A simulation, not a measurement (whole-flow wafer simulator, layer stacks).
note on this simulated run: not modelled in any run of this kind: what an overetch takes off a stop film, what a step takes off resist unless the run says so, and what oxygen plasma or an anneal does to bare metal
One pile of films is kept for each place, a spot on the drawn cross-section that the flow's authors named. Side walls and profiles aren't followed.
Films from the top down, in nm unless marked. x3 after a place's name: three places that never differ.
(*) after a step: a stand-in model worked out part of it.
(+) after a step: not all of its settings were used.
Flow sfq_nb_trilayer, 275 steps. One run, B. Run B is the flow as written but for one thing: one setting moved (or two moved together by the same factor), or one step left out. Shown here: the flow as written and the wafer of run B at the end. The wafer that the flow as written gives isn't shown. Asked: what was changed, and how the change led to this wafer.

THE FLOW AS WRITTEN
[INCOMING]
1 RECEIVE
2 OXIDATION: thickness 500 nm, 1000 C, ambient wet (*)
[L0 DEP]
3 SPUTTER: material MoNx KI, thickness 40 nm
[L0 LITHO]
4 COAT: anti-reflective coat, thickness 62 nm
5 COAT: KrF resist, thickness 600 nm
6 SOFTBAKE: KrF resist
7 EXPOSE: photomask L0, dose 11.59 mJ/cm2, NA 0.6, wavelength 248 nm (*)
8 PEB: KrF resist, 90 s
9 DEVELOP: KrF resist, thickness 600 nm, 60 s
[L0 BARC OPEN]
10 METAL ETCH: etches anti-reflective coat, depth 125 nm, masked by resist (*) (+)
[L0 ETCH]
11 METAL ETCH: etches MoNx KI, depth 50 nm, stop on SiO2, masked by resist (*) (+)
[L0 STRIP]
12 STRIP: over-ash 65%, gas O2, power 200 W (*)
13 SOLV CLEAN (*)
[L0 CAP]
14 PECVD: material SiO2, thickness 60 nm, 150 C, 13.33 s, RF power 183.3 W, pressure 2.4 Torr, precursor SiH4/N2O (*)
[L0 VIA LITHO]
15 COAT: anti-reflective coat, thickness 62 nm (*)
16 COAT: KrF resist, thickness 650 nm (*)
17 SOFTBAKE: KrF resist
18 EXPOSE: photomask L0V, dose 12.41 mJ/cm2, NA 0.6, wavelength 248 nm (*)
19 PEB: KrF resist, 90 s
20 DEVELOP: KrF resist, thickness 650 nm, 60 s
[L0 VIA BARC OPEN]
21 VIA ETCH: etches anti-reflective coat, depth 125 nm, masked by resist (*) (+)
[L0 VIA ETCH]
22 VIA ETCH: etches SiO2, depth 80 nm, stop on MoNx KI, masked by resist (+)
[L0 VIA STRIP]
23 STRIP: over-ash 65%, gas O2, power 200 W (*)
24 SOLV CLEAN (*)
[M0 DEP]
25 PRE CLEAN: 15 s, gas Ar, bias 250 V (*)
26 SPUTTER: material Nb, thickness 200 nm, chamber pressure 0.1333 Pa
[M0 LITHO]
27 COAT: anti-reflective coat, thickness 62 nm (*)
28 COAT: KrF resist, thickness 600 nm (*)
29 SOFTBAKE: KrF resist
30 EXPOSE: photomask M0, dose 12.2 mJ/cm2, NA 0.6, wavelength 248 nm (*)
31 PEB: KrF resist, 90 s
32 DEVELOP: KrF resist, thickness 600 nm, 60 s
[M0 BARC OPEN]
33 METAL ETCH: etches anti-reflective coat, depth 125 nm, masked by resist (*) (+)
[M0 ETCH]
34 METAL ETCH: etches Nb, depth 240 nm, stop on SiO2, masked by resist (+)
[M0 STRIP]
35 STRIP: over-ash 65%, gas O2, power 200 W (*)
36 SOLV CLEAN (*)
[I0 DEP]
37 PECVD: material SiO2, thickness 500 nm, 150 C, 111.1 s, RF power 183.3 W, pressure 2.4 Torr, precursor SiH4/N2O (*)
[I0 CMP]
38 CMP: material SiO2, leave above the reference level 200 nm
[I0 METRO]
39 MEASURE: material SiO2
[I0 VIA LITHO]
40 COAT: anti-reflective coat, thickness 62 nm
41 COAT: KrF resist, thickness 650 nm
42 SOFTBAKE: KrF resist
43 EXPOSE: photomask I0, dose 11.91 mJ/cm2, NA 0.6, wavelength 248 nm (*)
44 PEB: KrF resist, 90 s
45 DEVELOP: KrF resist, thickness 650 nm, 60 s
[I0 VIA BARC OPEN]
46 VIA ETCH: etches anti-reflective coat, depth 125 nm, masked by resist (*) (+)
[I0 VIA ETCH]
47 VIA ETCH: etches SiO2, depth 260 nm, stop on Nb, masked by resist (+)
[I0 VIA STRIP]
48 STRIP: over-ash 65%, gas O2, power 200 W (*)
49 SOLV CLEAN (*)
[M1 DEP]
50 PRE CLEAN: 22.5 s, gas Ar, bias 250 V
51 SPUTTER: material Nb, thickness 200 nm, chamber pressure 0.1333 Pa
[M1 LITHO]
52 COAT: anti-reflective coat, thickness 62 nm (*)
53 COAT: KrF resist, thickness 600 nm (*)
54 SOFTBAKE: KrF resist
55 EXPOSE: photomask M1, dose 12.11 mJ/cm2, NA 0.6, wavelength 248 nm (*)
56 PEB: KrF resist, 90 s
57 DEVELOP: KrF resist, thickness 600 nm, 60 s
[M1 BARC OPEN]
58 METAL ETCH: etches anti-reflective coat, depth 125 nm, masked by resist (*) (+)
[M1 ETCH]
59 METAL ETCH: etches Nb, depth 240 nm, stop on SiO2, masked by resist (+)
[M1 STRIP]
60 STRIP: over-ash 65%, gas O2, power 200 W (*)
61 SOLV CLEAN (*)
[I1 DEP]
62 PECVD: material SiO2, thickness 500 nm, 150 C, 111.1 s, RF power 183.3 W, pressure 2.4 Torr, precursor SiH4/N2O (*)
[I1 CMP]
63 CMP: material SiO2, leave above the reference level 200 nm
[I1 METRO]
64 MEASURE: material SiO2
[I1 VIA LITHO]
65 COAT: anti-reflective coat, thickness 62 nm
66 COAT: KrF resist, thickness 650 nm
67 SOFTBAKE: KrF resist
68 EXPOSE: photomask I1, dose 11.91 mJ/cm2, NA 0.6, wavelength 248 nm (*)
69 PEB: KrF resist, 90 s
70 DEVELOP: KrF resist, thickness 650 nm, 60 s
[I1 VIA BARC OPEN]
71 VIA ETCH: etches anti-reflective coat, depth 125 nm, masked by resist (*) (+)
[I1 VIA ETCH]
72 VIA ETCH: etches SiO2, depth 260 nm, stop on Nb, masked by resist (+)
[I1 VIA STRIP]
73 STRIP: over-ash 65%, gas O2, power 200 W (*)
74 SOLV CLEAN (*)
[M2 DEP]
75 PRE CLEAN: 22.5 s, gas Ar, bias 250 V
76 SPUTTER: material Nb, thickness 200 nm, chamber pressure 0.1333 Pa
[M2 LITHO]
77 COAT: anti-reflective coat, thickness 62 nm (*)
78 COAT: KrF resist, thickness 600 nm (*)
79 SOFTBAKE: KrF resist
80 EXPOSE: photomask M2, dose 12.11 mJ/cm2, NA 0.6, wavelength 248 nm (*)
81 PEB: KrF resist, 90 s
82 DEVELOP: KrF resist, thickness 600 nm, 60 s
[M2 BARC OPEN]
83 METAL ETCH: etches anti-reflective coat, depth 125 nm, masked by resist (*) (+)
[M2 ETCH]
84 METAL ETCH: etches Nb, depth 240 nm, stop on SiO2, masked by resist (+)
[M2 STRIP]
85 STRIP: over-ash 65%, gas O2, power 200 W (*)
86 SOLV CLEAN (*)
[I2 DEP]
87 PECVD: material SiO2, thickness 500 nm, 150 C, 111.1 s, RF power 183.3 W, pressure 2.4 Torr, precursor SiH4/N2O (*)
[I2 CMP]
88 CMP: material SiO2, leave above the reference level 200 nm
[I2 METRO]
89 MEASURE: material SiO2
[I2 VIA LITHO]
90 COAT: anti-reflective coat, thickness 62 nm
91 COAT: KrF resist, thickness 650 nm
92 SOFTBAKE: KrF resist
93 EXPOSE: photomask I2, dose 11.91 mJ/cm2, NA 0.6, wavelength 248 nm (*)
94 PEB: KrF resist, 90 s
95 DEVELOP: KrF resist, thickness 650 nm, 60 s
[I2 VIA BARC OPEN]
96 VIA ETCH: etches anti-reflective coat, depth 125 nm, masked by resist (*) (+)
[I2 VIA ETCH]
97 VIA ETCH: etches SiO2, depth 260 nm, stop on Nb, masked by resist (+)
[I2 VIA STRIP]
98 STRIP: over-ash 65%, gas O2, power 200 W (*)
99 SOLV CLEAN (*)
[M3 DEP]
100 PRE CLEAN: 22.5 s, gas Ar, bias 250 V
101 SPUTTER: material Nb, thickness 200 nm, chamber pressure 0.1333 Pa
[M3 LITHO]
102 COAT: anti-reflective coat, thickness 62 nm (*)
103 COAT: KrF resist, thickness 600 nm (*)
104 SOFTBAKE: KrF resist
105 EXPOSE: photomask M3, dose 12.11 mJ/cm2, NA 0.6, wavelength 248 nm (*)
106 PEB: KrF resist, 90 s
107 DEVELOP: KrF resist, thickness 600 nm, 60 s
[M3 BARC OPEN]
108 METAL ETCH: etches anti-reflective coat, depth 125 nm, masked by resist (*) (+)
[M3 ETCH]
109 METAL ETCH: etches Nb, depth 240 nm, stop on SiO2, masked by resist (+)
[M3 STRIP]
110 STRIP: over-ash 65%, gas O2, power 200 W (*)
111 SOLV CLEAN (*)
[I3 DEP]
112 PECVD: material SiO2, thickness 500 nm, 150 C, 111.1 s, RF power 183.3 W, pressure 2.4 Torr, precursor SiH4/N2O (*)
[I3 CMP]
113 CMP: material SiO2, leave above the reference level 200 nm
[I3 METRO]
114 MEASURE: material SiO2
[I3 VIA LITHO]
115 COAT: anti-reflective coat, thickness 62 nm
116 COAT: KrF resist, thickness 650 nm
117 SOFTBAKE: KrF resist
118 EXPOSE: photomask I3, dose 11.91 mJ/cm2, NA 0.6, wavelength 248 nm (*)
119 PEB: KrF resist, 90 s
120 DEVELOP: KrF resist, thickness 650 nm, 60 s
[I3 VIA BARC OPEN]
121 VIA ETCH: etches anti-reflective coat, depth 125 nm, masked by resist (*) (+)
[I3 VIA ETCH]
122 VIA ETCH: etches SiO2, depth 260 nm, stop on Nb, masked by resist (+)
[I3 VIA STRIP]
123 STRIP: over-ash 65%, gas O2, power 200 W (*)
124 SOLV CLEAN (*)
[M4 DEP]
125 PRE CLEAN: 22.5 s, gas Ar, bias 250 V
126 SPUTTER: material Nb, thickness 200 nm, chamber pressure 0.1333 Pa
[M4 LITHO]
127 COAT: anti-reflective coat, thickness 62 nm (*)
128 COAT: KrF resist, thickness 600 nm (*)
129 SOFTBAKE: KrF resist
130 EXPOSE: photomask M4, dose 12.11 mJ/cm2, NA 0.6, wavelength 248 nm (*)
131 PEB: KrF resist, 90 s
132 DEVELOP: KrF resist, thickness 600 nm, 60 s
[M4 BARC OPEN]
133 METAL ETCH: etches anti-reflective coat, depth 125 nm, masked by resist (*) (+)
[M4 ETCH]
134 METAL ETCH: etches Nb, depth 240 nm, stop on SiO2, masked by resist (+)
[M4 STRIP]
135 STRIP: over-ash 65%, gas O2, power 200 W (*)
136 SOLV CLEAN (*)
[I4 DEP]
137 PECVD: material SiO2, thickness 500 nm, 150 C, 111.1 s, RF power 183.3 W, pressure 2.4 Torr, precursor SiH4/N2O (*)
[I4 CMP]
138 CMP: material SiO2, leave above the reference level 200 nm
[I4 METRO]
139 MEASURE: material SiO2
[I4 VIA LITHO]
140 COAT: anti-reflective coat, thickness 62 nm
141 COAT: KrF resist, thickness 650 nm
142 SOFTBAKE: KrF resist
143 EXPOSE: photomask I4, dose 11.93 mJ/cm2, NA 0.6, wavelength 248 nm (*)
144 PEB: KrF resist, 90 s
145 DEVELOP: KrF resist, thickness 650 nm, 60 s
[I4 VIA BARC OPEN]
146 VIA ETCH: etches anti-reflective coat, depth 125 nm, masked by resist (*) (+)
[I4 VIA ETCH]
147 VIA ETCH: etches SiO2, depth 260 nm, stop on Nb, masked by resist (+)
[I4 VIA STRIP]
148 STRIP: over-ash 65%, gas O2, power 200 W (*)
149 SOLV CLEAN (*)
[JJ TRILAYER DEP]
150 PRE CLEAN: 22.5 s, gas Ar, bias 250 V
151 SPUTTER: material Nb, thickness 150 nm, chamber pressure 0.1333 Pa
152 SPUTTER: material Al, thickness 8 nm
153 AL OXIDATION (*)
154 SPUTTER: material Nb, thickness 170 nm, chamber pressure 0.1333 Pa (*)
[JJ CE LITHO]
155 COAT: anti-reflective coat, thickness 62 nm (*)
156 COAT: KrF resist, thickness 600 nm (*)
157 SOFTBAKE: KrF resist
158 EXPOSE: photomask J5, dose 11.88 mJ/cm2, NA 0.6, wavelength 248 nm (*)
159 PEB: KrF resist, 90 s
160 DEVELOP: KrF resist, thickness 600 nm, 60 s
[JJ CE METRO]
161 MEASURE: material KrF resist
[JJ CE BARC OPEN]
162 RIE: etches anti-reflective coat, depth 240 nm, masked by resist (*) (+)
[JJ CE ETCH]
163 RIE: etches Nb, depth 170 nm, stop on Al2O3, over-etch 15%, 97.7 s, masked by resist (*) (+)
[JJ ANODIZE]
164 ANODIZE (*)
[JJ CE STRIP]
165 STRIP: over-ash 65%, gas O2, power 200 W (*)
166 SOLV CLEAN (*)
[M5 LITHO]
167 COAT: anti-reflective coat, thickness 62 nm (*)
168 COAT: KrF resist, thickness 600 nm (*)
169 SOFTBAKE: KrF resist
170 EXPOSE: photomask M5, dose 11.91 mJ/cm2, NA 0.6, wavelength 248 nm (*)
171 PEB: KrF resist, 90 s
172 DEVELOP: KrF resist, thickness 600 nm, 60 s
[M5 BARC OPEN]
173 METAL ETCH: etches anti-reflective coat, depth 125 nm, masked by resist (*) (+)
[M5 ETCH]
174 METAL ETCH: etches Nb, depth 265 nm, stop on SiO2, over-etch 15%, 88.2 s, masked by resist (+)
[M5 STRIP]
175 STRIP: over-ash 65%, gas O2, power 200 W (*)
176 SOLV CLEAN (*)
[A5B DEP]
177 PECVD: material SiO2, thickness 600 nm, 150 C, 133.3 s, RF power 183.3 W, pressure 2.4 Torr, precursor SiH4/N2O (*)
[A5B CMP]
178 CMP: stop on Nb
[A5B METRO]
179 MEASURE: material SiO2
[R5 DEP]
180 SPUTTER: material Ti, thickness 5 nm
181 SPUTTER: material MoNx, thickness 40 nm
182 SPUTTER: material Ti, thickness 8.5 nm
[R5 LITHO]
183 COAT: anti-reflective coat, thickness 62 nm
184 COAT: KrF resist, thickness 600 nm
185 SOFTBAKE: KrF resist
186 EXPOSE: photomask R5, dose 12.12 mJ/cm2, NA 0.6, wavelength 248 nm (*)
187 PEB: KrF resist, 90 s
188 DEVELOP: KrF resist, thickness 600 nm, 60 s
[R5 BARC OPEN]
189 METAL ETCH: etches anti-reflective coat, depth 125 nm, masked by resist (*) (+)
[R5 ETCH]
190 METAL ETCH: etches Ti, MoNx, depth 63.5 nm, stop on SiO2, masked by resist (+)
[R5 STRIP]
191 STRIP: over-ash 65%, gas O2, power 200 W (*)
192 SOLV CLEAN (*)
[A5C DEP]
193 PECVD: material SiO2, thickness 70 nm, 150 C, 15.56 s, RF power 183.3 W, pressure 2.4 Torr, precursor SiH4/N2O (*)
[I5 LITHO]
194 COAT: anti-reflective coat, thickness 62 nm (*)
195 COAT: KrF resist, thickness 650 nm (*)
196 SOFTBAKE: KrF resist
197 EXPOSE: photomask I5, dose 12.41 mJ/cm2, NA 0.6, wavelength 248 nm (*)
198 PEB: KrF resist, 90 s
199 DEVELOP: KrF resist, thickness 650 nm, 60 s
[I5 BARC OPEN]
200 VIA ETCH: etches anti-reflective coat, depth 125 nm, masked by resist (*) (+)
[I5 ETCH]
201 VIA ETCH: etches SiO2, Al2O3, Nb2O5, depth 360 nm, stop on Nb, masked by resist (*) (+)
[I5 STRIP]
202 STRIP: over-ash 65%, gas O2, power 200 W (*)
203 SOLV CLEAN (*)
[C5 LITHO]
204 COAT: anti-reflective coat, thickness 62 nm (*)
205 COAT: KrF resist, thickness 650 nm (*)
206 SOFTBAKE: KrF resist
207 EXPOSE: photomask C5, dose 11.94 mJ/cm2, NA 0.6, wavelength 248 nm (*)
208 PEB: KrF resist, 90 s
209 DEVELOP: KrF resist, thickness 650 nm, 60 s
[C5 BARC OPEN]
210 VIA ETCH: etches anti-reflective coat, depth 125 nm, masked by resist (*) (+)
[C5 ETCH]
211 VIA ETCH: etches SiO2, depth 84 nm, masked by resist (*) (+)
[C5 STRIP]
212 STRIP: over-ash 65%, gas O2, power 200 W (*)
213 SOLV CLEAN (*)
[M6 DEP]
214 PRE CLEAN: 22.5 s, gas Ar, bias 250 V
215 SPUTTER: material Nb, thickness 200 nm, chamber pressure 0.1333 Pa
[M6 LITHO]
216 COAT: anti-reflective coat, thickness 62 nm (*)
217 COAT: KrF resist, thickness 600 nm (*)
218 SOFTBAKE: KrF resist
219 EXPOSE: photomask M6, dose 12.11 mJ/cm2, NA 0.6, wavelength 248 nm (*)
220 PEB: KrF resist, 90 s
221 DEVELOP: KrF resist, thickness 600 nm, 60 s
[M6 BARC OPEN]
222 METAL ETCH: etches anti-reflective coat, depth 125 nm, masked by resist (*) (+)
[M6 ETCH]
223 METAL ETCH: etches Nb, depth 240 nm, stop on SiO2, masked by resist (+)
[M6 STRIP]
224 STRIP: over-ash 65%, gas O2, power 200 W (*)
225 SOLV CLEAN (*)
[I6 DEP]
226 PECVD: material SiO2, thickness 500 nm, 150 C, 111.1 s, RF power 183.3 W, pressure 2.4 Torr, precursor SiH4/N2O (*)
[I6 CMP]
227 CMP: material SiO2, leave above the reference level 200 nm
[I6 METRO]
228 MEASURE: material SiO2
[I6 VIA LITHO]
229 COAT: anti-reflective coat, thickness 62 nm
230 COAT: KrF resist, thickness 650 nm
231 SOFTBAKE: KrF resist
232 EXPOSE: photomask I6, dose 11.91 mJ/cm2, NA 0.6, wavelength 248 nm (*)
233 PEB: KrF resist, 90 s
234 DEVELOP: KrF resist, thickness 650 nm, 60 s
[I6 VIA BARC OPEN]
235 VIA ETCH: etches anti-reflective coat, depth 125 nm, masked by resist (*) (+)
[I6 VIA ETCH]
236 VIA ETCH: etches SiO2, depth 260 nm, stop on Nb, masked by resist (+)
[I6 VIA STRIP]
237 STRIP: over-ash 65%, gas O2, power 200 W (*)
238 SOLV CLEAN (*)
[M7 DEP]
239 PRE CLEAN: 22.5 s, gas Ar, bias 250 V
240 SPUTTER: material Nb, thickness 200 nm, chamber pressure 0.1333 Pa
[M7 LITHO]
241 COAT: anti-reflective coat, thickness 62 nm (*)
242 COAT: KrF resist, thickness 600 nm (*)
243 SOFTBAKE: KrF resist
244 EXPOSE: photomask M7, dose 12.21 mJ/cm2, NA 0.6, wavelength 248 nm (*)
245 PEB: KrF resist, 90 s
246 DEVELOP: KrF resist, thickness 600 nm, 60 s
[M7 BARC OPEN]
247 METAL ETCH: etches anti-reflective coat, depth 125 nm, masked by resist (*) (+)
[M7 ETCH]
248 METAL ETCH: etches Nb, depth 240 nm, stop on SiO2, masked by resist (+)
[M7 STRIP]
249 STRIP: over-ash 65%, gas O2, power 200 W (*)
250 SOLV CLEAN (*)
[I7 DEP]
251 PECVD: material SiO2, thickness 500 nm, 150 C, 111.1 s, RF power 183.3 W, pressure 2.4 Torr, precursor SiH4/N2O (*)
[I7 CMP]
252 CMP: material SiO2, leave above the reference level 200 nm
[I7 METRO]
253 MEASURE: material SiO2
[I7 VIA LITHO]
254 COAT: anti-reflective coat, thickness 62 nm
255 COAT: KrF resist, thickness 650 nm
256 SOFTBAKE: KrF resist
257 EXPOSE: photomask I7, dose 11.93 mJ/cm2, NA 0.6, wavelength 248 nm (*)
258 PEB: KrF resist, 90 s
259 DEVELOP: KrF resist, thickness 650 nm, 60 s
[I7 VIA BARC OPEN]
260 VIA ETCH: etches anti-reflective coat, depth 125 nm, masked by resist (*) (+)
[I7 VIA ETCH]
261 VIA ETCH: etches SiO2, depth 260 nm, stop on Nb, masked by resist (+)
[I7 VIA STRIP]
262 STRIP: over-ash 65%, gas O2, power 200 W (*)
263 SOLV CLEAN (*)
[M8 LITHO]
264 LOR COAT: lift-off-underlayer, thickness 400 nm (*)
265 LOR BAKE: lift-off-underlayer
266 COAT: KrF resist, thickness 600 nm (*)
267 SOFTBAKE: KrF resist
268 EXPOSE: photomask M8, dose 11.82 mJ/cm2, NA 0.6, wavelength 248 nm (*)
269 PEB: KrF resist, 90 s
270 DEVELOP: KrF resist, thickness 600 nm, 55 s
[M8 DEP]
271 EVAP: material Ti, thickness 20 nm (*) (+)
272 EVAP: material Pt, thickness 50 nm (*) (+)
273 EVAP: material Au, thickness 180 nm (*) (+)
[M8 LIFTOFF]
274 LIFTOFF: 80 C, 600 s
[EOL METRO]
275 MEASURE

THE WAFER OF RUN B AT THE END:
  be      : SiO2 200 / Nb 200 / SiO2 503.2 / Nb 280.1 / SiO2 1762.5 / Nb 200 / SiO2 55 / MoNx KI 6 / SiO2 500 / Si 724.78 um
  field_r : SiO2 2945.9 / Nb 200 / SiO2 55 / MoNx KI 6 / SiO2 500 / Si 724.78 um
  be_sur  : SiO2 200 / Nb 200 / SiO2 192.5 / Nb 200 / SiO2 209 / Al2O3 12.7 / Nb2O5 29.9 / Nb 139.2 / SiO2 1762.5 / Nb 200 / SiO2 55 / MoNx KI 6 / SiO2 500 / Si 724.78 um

The cause: step 3, SPUTTER: thickness 56 nm was run, where the flow has thickness 40 nm.

How the change led to this, step by step:
  3 SPUTTER: material MoNx KI, thickness 40 nm
      field_l, v_sur, via_wl and 103 more: MoNx KI +56 (new film) (as written it would be: MoNx KI +40 (new film))
  11 METAL ETCH: etches MoNx KI, depth 50 nm, stop on SiO2, masked by resist (*) (+)
      v_sur, via_wl, via_w and 97 more: MoNx KI -50 (as written it would be: MoNx KI -40 (all of it))
  14 PECVD: material SiO2, thickness 60 nm, 150 C, 13.33 s, RF power 183.3 W, pressure 2.4 Torr, precursor SiH4/N2O (*)
      v_sur, via_wl, via_w and 97 more: SiO2 +60 (new film) (as written it would be: SiO2 +60)
  15 COAT: anti-reflective coat, thickness 62 nm (*)
      field_l: anti-reflective coat +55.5 (new film) (as written it would be: anti-reflective coat +56.7 (new film))
      v_sur: anti-reflective coat +74.9 (new film) (as written it would be: anti-reflective coat +72.2 (new film))
      (and at 2 more places)
  23 STRIP: over-ash 65%, gas O2, power 200 W (*)
      field_l: KrF resist -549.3 (all of it), anti-reflective coat -55.5 (all of it) (as written it would be: KrF resist -551.4 (all of it), anti-reflective coat -56.7 (all of it))
      v_sur: KrF resist -573.1 (all of it), anti-reflective coat -74.9 (all of it) (as written it would be: KrF resist -570.5 (all of it), anti-reflective coat -72.2 (all of it))
      (and at 2 more places)
  27 COAT: anti-reflective coat, thickness 62 nm (*)
      v_sur: anti-reflective coat +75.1 (new film) (as written it would be: anti-reflective coat +72.3 (new film))
      l0_sur: anti-reflective coat +46.5 (new film) (as written it would be: anti-reflective coat +47.5 (new film))
      (and at 1 more place)
  35 STRIP: over-ash 65%, gas O2, power 200 W (*)
      v_sur: KrF resist -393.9 (all of it), anti-reflective coat -75.1 (all of it) (as written it would be: KrF resist -391.6 (all of it), anti-reflective coat -72.3 (all of it))
      l0_sur: KrF resist -369.2 (all of it), anti-reflective coat -46.5 (all of it) (as written it would be: KrF resist -372 (all of it), anti-reflective coat -47.5 (all of it))
      (and at 1 more place)
  38 CMP: material SiO2, leave above the reference level 200 nm
      field_l, l0_sur, l0r_line_l, l0r_line_c, l0r_line_r: SiO2 -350 (as written it would be: SiO2 -340)
      l0v: SiO2 -287.8 (as written it would be: SiO2 -277.8)
Counting metal films that touch as one body, be has 4 bodies (between them, from the top down: SiO2 503.2; SiO2 1762.5; SiO2 55); the flow as written gives 3 bodies (between them, from the top down: SiO2 503.2; SiO2 1762.5).
Counting metal films that touch as one body, field_r has 2 bodies (between them, from the top down: SiO2 55); the flow as written gives 1 body.
Counting metal films that touch as one body, be_sur has 5 bodies (between them, from the top down: SiO2 192.5; SiO2 209 / Al2O3 12.7 / Nb2O5 29.9; SiO2 1762.5; SiO2 55); the flow as written gives 4 bodies (between them, from the top down: SiO2 192.5; SiO2 209 / Al2O3 12.7 / Nb2O5 29.9; SiO2 1762.5).
